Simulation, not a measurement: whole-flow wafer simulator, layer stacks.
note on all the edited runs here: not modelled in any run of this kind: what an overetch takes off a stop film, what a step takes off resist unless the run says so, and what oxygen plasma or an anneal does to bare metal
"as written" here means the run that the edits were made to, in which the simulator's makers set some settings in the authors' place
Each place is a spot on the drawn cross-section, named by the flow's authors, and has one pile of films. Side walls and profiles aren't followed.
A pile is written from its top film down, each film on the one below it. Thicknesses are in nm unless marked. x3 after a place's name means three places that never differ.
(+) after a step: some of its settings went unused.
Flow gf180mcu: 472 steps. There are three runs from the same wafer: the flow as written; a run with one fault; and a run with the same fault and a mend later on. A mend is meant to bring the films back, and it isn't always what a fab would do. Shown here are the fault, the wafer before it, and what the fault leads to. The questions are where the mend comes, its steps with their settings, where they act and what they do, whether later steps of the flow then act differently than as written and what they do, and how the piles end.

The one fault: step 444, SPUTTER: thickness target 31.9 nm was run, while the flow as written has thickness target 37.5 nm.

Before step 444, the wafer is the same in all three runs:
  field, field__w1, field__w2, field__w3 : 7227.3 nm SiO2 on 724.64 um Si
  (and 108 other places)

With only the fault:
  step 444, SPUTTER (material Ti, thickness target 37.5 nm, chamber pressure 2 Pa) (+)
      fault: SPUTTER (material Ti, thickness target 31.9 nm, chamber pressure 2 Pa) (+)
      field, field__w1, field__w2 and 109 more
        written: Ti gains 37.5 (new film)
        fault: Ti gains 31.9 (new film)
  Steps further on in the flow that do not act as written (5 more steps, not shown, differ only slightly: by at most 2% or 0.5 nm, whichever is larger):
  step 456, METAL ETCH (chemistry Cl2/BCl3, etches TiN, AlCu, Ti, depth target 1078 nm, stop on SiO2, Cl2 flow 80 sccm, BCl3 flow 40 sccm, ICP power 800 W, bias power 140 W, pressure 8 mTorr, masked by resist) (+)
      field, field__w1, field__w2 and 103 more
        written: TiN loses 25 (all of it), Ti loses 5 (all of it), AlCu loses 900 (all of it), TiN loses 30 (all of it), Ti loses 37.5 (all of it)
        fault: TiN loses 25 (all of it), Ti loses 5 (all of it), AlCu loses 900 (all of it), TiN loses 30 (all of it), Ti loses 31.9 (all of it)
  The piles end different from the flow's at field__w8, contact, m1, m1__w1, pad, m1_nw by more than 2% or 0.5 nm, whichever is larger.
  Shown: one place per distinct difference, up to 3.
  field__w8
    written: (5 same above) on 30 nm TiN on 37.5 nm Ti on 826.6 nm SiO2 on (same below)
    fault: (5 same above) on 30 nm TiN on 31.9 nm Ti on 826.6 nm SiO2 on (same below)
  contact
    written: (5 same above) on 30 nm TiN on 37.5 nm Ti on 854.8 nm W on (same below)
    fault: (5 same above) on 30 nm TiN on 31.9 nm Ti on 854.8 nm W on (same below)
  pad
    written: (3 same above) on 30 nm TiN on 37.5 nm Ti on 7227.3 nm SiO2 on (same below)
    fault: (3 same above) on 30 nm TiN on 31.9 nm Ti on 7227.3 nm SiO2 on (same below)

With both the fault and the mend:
  The mend stands after step 444.
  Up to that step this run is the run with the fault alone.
  step 444a, SPUTTER (material Ti, thickness target 5.6 nm, chamber pressure 2 Pa) (+) (a further turn of the flow's step 444, with different settings)
      field, field__w1, field__w2 and 109 more
        Ti gains 5.6
  None of the later steps of the flow acts differently than as written at any place that is followed.
  At every place that both follow, the piles at the end match the flow's.
